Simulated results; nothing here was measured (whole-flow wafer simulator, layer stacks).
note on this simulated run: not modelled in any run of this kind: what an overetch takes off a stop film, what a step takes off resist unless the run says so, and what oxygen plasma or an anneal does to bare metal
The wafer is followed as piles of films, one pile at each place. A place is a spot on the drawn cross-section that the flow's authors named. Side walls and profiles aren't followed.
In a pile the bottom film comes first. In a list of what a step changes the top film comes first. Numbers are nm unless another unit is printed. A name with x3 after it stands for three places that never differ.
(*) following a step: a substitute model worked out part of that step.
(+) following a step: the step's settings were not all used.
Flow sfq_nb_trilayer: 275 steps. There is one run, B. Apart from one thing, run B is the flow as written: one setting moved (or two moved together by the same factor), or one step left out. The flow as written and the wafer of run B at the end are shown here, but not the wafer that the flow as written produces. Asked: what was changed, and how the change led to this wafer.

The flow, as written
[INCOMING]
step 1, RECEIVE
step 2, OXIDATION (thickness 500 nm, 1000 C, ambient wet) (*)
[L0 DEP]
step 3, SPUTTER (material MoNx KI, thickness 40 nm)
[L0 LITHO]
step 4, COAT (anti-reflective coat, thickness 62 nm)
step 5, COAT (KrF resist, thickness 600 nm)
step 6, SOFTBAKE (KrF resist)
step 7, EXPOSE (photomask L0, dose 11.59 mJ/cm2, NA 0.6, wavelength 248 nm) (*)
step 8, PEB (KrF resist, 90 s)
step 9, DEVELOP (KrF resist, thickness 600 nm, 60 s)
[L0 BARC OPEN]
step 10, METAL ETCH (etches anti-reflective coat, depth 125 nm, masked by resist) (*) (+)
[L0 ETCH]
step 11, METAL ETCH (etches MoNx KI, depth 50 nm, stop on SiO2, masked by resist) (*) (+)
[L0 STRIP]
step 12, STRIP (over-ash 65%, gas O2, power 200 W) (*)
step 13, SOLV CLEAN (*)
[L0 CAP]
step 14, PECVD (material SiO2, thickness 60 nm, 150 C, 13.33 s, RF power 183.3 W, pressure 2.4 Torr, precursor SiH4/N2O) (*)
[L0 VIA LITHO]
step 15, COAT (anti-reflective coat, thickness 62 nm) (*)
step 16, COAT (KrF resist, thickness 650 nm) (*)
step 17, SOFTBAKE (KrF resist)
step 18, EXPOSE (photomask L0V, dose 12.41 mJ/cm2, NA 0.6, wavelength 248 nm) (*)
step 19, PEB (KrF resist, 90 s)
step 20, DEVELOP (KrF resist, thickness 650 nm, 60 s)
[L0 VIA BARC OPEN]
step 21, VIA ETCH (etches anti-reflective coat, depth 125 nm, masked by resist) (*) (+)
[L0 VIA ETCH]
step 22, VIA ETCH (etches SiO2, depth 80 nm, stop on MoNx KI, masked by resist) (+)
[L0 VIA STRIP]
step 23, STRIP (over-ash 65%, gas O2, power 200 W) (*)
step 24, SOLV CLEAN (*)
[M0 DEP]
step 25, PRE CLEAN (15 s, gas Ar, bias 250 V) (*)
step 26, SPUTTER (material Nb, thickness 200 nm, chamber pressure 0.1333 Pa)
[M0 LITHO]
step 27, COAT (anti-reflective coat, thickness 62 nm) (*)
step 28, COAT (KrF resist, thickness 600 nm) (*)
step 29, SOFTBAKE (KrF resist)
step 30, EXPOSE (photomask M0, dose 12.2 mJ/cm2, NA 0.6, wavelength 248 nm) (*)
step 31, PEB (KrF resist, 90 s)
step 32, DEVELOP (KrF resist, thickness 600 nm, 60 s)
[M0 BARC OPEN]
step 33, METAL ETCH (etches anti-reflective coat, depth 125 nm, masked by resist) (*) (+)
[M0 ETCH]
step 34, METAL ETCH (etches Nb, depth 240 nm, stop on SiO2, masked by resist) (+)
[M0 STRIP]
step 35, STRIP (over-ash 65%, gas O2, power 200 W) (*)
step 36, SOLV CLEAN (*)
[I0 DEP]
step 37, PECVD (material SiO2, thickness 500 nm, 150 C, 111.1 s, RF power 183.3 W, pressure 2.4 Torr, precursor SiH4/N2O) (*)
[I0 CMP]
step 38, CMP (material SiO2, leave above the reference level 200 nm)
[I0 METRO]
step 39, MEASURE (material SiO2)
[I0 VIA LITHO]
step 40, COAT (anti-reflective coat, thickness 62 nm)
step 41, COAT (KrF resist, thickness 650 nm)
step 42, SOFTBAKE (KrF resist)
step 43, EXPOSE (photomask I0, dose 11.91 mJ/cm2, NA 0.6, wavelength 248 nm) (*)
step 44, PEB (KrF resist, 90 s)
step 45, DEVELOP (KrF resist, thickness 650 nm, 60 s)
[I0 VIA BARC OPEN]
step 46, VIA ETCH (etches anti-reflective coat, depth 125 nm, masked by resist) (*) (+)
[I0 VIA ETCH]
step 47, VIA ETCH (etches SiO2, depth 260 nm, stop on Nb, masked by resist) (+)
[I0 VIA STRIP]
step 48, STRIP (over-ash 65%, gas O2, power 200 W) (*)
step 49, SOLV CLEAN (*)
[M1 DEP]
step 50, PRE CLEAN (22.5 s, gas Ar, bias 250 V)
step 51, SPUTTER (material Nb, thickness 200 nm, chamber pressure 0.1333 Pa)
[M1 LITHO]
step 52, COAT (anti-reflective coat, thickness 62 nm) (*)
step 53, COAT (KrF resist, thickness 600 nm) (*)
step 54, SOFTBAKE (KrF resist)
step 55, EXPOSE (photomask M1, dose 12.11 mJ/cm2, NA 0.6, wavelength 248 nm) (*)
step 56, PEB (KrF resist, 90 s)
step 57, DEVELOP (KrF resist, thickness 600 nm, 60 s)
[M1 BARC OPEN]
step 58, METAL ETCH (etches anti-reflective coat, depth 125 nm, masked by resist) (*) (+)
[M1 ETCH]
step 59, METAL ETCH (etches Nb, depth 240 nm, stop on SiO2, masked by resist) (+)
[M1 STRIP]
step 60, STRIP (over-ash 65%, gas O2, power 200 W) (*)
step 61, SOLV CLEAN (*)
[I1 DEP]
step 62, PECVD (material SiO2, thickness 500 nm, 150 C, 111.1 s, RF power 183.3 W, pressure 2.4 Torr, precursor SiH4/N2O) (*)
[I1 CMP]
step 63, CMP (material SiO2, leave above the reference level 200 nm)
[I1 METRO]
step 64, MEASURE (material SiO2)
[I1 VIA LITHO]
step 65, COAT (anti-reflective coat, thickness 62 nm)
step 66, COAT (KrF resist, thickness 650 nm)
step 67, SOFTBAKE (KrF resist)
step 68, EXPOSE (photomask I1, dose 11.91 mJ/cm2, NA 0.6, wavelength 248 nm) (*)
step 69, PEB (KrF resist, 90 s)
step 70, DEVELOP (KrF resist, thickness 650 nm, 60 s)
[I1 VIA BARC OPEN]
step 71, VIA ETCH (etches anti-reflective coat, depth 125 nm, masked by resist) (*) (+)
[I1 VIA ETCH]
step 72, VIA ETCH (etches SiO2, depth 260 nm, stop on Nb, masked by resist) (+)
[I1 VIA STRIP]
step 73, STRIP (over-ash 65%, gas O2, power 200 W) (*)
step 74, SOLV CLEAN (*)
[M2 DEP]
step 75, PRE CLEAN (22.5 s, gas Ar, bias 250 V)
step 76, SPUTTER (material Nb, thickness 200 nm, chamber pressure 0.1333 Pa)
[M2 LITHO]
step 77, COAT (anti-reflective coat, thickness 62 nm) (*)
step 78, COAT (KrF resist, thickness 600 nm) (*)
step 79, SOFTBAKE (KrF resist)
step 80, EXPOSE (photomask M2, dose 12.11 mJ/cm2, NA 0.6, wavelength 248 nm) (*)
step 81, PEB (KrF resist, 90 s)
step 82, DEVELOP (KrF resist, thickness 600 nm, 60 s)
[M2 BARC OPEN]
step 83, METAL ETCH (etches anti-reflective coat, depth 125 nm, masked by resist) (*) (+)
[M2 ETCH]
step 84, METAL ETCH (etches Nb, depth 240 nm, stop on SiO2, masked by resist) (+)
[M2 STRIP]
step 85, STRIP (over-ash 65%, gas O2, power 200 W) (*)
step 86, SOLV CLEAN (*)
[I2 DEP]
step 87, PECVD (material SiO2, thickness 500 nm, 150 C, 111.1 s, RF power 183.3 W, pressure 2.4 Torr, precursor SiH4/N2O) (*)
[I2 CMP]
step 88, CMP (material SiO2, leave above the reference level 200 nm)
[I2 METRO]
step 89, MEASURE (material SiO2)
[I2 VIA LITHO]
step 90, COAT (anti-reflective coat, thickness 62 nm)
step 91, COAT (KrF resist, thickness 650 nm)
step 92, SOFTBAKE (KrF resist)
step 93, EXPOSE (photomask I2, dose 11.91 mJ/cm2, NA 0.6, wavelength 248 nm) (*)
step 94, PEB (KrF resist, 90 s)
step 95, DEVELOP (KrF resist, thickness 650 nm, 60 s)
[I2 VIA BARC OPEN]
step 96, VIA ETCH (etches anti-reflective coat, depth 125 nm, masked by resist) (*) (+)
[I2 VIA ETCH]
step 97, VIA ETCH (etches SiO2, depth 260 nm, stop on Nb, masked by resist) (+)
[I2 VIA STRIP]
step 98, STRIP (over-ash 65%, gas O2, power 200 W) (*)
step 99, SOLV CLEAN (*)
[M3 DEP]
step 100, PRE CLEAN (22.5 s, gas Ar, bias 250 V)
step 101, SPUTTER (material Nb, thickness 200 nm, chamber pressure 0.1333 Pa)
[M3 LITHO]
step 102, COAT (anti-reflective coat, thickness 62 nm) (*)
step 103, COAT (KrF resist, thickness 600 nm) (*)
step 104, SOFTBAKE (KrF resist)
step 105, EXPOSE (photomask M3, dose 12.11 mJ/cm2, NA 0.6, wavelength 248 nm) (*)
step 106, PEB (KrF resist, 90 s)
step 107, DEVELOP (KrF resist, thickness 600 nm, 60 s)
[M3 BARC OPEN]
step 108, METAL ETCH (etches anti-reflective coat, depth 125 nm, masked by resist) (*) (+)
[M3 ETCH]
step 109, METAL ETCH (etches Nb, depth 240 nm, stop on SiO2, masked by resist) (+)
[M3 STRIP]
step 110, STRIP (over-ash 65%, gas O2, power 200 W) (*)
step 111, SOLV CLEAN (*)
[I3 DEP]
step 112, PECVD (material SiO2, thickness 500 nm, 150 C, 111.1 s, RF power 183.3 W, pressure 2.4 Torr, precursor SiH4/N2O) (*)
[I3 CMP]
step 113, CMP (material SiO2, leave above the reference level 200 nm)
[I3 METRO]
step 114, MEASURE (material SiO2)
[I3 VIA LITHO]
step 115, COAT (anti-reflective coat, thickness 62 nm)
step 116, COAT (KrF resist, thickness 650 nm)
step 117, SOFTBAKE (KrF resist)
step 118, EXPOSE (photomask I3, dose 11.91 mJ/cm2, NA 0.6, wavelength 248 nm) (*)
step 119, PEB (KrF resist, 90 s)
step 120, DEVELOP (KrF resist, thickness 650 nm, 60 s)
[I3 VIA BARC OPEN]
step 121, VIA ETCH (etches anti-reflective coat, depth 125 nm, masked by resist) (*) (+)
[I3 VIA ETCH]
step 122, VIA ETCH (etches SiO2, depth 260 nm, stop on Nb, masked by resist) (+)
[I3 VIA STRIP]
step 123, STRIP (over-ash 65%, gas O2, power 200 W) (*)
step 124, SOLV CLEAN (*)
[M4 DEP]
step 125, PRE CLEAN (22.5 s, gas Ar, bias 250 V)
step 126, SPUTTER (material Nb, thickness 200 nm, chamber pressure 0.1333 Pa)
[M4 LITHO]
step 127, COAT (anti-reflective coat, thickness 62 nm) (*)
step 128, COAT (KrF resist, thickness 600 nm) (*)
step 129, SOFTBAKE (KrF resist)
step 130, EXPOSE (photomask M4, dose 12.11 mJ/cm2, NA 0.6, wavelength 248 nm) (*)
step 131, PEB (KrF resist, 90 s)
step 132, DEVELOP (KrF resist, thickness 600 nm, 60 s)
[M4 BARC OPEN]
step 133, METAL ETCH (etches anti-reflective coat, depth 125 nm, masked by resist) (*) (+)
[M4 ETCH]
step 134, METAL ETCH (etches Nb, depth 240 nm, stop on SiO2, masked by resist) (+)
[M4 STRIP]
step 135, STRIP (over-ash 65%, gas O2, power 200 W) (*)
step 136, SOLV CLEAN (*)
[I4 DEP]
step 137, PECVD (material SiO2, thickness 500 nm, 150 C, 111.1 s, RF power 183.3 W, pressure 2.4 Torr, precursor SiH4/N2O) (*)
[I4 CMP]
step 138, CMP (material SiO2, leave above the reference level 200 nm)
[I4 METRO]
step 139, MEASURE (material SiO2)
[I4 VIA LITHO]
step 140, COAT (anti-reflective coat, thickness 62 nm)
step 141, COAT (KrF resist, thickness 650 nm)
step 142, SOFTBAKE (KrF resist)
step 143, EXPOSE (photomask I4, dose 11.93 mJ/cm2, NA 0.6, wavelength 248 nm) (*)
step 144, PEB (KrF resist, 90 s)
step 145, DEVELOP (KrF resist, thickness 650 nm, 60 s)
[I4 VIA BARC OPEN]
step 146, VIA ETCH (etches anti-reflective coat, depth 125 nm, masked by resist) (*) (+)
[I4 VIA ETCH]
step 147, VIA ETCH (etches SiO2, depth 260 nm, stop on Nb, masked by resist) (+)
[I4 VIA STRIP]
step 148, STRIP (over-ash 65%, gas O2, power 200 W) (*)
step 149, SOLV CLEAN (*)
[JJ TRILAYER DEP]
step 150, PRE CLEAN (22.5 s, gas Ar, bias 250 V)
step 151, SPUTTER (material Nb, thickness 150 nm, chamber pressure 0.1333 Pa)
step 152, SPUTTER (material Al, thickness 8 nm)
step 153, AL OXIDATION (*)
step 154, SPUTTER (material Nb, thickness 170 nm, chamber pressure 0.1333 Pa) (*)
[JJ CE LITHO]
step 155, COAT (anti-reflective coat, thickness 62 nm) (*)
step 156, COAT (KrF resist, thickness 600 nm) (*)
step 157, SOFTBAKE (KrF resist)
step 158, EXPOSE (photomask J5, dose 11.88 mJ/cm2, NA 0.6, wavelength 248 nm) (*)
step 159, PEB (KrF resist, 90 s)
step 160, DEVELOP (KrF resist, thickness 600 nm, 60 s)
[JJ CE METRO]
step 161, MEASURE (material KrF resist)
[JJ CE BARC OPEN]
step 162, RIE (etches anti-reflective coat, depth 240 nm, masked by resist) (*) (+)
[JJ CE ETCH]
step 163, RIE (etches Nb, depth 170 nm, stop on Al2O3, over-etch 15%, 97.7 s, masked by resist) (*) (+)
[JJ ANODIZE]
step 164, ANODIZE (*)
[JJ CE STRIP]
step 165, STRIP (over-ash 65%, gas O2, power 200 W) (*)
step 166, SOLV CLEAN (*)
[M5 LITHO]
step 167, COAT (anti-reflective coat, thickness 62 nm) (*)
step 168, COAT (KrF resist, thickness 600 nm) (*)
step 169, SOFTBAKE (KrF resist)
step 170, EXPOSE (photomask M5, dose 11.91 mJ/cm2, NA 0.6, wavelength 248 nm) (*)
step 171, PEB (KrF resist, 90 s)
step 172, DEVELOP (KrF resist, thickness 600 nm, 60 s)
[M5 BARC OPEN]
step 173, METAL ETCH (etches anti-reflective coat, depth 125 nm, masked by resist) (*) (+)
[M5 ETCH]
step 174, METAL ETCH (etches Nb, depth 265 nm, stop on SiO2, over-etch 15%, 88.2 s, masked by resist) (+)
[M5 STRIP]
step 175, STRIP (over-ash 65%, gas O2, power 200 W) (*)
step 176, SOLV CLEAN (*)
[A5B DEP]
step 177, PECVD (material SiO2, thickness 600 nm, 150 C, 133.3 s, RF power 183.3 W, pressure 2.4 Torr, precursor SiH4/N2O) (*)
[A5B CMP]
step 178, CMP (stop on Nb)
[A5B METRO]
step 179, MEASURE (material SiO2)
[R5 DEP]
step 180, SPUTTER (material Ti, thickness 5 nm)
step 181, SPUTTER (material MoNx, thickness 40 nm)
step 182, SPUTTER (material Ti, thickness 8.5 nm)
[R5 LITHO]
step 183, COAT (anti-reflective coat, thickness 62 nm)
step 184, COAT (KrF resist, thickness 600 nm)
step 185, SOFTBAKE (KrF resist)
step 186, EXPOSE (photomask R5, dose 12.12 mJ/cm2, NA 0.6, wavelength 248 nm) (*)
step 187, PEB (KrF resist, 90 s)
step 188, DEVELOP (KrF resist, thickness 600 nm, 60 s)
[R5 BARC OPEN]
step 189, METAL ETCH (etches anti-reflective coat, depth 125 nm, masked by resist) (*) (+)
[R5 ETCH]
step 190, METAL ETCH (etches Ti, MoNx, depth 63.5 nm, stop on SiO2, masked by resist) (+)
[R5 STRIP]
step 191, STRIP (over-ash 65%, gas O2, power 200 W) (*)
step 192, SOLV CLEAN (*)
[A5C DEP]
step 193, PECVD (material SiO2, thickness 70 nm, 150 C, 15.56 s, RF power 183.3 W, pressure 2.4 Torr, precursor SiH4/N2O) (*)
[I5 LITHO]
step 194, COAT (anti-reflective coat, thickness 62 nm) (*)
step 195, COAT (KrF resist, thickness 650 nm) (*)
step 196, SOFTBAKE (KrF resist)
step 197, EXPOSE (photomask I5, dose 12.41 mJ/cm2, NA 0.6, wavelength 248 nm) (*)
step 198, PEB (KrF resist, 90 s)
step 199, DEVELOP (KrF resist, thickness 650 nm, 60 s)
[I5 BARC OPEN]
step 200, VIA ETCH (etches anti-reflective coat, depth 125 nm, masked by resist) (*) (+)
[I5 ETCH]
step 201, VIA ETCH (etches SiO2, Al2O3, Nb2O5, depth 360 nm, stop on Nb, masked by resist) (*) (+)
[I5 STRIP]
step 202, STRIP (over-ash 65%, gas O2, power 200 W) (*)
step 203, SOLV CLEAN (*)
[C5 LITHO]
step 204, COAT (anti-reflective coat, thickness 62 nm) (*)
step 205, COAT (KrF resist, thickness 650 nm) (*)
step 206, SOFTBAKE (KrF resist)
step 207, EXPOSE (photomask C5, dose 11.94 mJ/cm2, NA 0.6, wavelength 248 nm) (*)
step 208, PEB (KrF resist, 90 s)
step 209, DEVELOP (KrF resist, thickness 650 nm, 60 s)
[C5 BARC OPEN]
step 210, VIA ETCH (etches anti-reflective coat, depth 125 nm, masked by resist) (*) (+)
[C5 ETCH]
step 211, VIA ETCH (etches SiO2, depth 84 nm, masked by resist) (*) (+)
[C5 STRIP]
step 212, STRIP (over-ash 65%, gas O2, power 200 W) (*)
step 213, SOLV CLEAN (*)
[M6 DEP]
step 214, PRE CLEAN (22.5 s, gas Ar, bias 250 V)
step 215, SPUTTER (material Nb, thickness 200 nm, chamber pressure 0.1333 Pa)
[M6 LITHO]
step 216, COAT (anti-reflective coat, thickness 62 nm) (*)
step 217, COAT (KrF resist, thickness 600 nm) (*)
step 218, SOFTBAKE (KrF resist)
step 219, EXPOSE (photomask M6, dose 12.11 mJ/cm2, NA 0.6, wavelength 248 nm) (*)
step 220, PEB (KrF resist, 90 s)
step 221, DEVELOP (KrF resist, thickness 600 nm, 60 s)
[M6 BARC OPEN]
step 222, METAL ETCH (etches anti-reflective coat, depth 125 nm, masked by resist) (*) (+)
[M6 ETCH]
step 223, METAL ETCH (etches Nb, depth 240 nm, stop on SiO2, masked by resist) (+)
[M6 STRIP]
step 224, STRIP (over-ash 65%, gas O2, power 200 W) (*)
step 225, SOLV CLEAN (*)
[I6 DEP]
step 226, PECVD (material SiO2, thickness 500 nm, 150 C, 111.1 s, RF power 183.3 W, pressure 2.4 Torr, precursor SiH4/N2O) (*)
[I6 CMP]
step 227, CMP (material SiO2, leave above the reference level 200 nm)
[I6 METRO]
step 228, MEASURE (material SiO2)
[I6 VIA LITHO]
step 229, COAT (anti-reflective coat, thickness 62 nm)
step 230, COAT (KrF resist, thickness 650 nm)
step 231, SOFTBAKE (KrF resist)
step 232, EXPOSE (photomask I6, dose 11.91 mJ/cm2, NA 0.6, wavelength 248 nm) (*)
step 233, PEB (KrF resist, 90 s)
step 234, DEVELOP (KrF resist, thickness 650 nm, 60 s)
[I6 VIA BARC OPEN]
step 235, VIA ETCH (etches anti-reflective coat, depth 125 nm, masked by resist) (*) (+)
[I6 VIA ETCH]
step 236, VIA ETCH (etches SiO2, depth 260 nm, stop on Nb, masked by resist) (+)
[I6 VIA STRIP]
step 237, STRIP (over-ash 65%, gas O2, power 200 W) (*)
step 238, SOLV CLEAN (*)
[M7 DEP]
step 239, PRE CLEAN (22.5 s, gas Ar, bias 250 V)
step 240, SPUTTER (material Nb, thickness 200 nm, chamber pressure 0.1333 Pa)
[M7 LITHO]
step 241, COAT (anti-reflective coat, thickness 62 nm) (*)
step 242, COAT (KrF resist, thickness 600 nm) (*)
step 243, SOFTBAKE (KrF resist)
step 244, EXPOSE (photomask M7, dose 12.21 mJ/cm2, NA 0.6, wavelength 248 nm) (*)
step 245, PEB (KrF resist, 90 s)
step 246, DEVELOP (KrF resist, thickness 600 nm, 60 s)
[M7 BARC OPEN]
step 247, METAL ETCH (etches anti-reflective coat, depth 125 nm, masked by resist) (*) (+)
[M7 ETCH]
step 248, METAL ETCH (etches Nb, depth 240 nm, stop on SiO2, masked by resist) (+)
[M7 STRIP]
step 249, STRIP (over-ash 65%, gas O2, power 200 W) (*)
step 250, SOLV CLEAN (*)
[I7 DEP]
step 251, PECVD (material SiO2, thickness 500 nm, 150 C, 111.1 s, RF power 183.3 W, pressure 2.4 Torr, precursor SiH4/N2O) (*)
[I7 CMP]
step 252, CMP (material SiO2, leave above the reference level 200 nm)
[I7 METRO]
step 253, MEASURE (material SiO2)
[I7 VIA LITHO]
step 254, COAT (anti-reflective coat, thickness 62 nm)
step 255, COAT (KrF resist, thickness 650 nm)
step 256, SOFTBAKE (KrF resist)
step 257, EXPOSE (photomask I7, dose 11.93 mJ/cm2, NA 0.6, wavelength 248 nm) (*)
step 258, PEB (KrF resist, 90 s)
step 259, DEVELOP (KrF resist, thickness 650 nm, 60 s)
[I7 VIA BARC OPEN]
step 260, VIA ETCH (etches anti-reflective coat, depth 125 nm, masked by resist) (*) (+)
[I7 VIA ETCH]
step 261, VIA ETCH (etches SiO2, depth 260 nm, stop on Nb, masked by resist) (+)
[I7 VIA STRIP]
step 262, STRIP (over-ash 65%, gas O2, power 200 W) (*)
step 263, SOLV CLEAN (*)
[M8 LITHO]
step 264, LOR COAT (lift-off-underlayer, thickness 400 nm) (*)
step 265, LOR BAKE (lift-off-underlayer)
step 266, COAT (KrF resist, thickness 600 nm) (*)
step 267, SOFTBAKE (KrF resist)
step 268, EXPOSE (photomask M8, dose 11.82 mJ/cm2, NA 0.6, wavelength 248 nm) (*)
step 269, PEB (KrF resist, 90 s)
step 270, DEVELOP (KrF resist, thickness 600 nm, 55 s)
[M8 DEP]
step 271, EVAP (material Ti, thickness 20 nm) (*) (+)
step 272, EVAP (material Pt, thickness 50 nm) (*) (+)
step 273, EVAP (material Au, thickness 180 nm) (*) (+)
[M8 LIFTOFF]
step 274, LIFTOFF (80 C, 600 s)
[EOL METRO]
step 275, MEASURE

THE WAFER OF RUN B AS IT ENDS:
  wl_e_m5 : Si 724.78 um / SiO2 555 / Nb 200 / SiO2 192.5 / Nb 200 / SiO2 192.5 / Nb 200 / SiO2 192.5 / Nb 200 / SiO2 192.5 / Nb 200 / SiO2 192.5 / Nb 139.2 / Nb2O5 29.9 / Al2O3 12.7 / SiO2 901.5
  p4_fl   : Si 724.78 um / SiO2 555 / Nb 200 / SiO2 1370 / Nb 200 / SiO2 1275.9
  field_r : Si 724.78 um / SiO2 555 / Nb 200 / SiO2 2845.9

What caused this: step 227, CMP: leave above the reference level 100 nm was run, while the flow as written has leave above the reference level 200 nm.

How this came from the change, step by step:
  step 227, CMP (material SiO2, leave above the reference level 200 nm)
      field_l, p4_fl, p4_fm and 59 more: SiO2 loses 200 (it would be, as written: SiO2 loses 100)
      v_sur, via_wl, via_w and 15 more: SiO2 loses 400 (it would be, as written: SiO2 loses 300)
      (also at 26 further places)
  step 236, VIA ETCH (etches SiO2, depth 260 nm, stop on Nb, masked by resist) (+)
      field_l, v_sur, via_wl and 102 more: KrF resist loses 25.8 (it would be, as written: KrF resist loses 44.8)
      via_v: SiO2 loses 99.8 (all of it) (it would be, as written: SiO2 loses 199.8 (all of it))
  step 237, STRIP (over-ash 65%, gas O2, power 200 W) (*)
      field_l, v_sur, via_wl and 102 more: KrF resist loses 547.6 (all of it), anti-reflective coat loses 62 (all of it) (it would be, as written: KrF resist loses 528.6 (all of it), anti-reflective coat loses 62 (all of it))
  step 240, SPUTTER (material Nb, thickness 200 nm, chamber pressure 0.1333 Pa)
      via_v: Nb gains 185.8 (it would be, as written: Nb gains 161.1)
  step 241, COAT (anti-reflective coat, thickness 62 nm) (*)
      via_v: anti-reflective coat gains 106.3 (new film) (it would be, as written: anti-reflective coat gains 126 (new film))
      wire: anti-reflective coat gains 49 (new film) (it would be, as written: anti-reflective coat gains 50.3 (new film))
  step 242, COAT (KrF resist, thickness 600 nm) (*)
      via_v: KrF resist gains 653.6 (new film) (it would be, as written: KrF resist gains 742.5 (new film))
  step 249, STRIP (over-ash 65%, gas O2, power 200 W) (*)
      via_sp: KrF resist loses 382.7 (all of it), anti-reflective coat loses 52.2 (all of it) (it would be, as written: KrF resist loses 373.6 (all of it), anti-reflective coat loses 53.1 (all of it))
      via_v: KrF resist loses 435.9 (all of it), anti-reflective coat loses 106.3 (all of it) (it would be, as written: KrF resist loses 524.5 (all of it), anti-reflective coat loses 126 (all of it))
      (also at 1 further place)
  step 251, PECVD (material SiO2, thickness 500 nm, 150 C, 111.1 s, RF power 183.3 W, pressure 2.4 Torr, precursor SiH4/N2O) (*)
      via_v: SiO2 gains 500 (new film) (it would be, as written: SiO2 gains 621 (new film))
  step 252, CMP (material SiO2, leave above the reference level 200 nm)
      via_v: SiO2 loses 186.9 (it would be, as written: SiO2 loses 183.1)
